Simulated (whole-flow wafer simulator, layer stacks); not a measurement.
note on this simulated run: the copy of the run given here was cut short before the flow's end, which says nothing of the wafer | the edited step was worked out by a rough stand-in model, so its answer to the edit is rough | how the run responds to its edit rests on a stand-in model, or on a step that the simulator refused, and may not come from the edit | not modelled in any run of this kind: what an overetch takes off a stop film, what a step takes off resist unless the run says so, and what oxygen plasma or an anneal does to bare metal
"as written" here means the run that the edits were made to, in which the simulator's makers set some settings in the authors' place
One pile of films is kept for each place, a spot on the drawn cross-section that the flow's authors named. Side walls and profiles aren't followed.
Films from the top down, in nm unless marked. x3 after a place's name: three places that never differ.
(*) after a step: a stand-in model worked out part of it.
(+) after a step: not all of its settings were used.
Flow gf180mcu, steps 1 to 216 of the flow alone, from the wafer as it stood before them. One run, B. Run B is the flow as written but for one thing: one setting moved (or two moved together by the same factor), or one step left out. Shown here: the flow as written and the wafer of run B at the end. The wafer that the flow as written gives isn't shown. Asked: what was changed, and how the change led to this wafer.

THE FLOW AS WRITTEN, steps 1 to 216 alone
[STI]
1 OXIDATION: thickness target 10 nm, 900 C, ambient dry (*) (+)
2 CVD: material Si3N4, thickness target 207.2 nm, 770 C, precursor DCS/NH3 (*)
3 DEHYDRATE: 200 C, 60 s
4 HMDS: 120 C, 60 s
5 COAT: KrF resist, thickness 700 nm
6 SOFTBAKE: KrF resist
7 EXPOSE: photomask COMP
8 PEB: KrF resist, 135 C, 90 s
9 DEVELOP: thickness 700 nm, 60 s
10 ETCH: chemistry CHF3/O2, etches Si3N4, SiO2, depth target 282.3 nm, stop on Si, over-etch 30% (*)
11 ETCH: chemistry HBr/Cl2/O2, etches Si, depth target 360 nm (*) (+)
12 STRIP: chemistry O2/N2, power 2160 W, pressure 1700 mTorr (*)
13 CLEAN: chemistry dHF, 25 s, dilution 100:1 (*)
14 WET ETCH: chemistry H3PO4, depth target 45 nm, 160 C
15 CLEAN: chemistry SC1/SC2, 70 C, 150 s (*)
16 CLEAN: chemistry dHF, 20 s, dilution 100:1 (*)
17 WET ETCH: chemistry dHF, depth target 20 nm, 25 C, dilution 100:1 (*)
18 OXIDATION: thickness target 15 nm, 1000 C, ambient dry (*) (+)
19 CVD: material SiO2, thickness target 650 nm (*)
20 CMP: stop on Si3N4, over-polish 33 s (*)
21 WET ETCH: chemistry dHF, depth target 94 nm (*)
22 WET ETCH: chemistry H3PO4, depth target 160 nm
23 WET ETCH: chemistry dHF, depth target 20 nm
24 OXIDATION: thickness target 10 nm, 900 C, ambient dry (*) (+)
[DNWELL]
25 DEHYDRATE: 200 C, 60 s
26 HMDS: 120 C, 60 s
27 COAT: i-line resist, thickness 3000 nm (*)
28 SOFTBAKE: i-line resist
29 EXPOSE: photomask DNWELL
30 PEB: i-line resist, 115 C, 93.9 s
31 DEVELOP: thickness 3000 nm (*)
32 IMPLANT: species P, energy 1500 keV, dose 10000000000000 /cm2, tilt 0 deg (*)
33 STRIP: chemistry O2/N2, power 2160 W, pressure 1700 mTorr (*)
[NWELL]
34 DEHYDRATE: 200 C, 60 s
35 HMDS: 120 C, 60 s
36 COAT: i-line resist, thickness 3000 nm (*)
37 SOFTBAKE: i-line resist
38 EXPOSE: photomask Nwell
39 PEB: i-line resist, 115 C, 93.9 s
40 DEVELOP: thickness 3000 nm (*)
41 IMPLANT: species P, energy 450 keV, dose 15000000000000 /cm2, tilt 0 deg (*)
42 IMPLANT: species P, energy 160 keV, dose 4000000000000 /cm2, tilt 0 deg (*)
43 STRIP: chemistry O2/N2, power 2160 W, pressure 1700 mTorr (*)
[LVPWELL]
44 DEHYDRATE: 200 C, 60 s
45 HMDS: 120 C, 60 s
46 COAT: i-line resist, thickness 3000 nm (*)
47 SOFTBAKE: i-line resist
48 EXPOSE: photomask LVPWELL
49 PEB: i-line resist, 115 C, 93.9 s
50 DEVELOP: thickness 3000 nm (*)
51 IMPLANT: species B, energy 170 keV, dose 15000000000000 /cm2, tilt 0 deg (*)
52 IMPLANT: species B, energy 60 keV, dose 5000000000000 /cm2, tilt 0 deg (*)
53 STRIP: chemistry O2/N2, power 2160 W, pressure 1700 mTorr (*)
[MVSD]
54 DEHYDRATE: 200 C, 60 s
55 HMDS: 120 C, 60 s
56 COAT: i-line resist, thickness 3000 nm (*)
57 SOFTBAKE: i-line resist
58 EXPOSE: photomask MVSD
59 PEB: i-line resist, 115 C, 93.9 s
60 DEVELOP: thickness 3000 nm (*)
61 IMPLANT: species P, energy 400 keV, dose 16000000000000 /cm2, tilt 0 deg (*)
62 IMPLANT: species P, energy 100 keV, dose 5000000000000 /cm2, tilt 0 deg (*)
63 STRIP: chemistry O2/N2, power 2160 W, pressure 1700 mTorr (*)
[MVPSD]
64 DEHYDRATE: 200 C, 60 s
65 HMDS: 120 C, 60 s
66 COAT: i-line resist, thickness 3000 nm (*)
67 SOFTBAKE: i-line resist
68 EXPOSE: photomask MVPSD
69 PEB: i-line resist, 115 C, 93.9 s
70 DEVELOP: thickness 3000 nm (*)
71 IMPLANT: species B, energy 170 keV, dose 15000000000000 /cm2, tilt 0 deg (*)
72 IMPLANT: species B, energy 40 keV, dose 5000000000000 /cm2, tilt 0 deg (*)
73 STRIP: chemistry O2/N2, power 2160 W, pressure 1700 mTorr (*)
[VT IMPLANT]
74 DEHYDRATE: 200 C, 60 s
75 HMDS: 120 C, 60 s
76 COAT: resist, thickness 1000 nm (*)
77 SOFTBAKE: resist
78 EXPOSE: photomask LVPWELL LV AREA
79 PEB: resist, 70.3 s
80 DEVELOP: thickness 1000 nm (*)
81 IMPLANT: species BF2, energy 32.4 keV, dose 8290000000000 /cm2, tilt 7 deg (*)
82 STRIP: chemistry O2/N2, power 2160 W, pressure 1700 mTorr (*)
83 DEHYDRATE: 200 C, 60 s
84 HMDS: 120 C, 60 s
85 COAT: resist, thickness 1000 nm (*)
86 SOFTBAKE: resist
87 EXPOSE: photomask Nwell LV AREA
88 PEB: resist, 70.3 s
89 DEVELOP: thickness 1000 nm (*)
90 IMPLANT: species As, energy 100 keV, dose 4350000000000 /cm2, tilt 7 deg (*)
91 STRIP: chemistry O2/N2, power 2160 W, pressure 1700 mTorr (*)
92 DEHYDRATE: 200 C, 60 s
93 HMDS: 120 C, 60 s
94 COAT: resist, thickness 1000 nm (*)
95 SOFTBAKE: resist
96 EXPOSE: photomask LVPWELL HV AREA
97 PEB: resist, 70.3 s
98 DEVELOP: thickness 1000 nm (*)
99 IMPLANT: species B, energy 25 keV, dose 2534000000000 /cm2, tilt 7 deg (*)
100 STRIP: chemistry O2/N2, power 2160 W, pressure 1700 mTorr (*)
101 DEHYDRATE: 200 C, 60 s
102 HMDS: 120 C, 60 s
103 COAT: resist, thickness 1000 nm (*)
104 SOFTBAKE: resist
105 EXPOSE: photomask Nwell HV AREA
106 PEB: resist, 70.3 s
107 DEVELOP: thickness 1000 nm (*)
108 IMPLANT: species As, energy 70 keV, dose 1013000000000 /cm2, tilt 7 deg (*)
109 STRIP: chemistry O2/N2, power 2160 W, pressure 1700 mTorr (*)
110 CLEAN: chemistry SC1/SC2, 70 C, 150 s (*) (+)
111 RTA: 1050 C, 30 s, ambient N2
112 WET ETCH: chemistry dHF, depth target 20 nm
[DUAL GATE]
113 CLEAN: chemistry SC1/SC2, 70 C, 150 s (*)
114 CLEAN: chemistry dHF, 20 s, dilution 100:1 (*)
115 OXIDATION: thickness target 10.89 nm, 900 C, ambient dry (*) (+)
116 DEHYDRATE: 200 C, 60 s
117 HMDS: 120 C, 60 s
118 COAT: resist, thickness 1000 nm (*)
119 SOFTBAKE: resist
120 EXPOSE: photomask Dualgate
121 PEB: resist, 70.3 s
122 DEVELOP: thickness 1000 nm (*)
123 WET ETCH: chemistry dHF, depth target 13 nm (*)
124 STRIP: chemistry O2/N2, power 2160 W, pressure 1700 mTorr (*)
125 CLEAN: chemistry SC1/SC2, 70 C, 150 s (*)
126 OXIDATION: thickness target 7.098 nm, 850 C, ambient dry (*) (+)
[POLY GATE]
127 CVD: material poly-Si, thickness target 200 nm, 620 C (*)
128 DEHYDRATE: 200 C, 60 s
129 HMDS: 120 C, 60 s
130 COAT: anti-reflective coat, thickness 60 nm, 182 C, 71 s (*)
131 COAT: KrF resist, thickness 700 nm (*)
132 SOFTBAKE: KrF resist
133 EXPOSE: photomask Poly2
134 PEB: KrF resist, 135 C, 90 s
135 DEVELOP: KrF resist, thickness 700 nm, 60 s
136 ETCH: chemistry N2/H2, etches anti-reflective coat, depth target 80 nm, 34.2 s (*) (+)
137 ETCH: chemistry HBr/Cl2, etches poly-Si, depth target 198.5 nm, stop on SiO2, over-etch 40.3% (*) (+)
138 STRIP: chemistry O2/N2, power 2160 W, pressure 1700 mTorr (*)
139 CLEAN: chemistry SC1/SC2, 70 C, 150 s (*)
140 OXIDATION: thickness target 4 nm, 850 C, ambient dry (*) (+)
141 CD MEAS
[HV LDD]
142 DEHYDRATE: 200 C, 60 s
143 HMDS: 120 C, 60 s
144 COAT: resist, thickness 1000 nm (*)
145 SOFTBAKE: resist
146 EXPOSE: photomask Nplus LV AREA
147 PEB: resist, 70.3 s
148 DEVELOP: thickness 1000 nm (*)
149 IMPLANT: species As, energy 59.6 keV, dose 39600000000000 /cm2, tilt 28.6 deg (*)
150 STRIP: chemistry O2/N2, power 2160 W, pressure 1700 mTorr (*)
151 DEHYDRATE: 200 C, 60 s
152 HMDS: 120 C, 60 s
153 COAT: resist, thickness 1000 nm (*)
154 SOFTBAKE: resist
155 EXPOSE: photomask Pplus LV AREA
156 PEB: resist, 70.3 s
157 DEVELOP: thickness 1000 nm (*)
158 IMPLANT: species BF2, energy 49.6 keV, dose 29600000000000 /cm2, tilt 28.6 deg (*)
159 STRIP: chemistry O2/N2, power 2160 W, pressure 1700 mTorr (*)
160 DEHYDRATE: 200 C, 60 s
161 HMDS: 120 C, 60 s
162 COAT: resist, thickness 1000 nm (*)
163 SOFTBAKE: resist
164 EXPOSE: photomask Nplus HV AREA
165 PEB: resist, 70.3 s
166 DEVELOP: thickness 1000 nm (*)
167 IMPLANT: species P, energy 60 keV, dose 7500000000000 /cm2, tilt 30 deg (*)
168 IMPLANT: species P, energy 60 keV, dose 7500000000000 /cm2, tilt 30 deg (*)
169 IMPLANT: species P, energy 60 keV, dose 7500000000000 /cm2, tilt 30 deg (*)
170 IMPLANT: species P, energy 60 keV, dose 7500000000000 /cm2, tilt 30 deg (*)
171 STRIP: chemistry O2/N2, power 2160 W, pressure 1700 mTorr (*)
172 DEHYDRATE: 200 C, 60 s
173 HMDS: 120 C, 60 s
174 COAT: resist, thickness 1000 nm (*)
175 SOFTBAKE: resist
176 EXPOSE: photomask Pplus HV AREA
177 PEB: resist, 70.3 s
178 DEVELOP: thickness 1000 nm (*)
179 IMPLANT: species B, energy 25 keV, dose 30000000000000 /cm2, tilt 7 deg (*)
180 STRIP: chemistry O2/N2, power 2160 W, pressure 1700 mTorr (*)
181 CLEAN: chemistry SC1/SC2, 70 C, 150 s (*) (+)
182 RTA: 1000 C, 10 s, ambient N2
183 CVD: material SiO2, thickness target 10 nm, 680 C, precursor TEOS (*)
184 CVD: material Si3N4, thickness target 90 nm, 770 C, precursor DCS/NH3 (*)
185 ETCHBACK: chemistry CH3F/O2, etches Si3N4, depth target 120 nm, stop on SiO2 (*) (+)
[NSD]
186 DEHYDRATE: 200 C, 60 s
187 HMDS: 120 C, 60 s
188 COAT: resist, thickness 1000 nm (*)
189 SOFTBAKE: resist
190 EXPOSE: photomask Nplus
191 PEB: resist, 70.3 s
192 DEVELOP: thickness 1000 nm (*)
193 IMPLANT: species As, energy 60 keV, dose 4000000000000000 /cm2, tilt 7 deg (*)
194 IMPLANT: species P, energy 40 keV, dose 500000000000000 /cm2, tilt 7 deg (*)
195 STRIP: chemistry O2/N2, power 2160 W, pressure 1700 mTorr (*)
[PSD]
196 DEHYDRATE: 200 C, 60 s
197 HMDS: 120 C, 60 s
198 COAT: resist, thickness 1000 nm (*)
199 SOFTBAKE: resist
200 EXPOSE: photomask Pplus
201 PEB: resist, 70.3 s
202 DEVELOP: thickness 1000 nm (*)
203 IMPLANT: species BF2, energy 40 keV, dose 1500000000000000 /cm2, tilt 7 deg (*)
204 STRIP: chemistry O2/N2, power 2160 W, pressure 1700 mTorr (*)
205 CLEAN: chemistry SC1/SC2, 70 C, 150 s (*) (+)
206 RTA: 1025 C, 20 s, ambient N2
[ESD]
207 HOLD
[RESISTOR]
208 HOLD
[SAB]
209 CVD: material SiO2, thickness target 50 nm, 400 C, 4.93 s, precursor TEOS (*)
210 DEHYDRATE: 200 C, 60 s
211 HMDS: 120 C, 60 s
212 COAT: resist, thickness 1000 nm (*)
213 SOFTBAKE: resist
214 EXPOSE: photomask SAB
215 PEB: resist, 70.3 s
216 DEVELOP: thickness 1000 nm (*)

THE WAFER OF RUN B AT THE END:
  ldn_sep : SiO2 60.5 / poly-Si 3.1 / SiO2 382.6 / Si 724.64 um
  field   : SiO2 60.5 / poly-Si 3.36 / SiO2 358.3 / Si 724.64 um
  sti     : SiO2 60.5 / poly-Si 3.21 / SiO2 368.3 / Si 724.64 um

The cause: step 127, CVD: thickness target 285 nm was run, where the flow has thickness target 200 nm.

How the change led to this, step by step:
  127 CVD: material poly-Si, thickness target 200 nm, 620 C (*)
      field, field__w1, field__w2 and 89 more: poly-Si +285 (new film) (as written it would be: poly-Si +200 (new film))
  137 ETCH: chemistry HBr/Cl2, etches poly-Si, depth target 198.5 nm, stop on SiO2, over-etch 40.3% (*) (+)
      field__w3, field__w12, field_sub and 14 more: poly-Si -278.5 (as written it would be: poly-Si -199 (all of it), SiO2 -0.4)
      field__w6, sti, m1 and 11 more: poly-Si -278.5 (as written it would be: poly-Si -198.8 (all of it), SiO2 -0.4)
      (and at 33 more places)
  138 STRIP: chemistry O2/N2, power 2160 W, pressure 1700 mTorr (*)
      field, field__w1, field__w2 and 61 more: chemical SiO2 +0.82 (new film), poly-Si -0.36 (as written it would be: nothing)
  139 CLEAN: chemistry SC1/SC2, 70 C, 150 s (*)
      field, field__w1, field__w2 and 34 more: chemical SiO2 -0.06, poly-Si -0.27 (as written it would be: SiO2 -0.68)
  140 OXIDATION: thickness target 4 nm, 850 C, ambient dry (*) (+)
      field, field__w1, field__w2 and 21 more: SiO2 +4 (new film), chemical SiO2 -0.76 (all of it), poly-Si -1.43 (as written it would be: SiO2 +0.15, Si -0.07)
      active_hv, active_nat, ld_sd_n and 11 more: SiO2 +4 (new film), chemical SiO2 -0.76 (all of it), poly-Si -1.43 (as written it would be: SiO2 +0.96, Si -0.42)
      (and at 26 more places)
  144 COAT: resist, thickness 1000 nm (*)
      field_sub__w4: resist +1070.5 (new film) (as written it would be: resist +1047.7 (new film))
      gate: resist +773.2 (new film) (as written it would be: resist +837.3 (new film))
      (and at 31 more places)
  145 SOFTBAKE: resist
      nw_enc_fld_lv__w3: resist -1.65 (as written it would be: resist +2.63)
      field__w1: resist +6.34 (as written it would be: resist +4.19)
      (and at 73 more places)
  147 PEB: resist, 70.3 s
      polyc_n, polyc_n_rim, polyc_p, polyc_p_rim: resist -11 (as written it would be: resist -12.2)
      ldn_ch, ldn_acc, ldp_ch, ldp_acc: resist -11.9 (as written it would be: resist -13)
      (and at 26 more places)
  148 DEVELOP: thickness 1000 nm (*)
      gate: resist -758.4 (all of it) (as written it would be: resist -822.7 (all of it))
      npoly_u: resist -759.1 (all of it) (as written it would be: resist -821.5 (all of it))
      (and at 3 more places)
  150 STRIP: chemistry O2/N2, power 2160 W, pressure 1700 mTorr (*)
      field_sub__w4: resist -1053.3 (all of it) (as written it would be: resist -1030.9 (all of it))
      gate_hv: resist -763.5 (all of it) (as written it would be: resist -824.2 (all of it))
      (and at 25 more places)
  153 COAT: resist, thickness 1000 nm (*)
      field_sub__w4: resist +1070.5 (new film) (as written it would be: resist +1047.7 (new film))
      gate: resist +773.2 (new film) (as written it would be: resist +837.3 (new film))
      (and at 31 more places)
  154 SOFTBAKE: resist
      nw_enc_fld_lv__w3: resist -1.65 (as written it would be: resist +2.63)
      field__w1: resist +6.34 (as written it would be: resist +4.19)
      (and at 73 more places)
  156 PEB: resist, 70.3 s
      polyc_n, polyc_n_rim, polyc_p, polyc_p_rim: resist -11 (as written it would be: resist -12.2)
      ldn_ch, ldn_acc, ldp_ch, ldp_acc: resist -11.9 (as written it would be: resist -13)
      (and at 26 more places)
  157 DEVELOP: thickness 1000 nm (*)
      gate_p: resist -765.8 (all of it) (as written it would be: resist -828.7 (all of it))
      ppoly_u: resist -766.9 (all of it) (as written it would be: resist -827 (all of it))
      (and at 3 more places)
  159 STRIP: chemistry O2/N2, power 2160 W, pressure 1700 mTorr (*)
      field_sub__w4: resist -1053.3 (all of it) (as written it would be: resist -1030.9 (all of it))
      gate: resist -758.4 (all of it) (as written it would be: resist -822.7 (all of it))
      (and at 25 more places)
  162 COAT: resist, thickness 1000 nm (*)
      field_sub__w4: resist +1070.5 (new film) (as written it would be: resist +1047.7 (new film))
      gate: resist +773.2 (new film) (as written it would be: resist +837.3 (new film))
      (and at 31 more places)
  ... 23 more steps ...
  216 DEVELOP: thickness 1000 nm (*)
      field__w2: resist -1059 (all of it) (as written it would be: resist -1035.2 (all of it))
      field__w3: resist -1072.8 (all of it) (as written it would be: resist -1049.4 (all of it))
      (and at 44 more places)
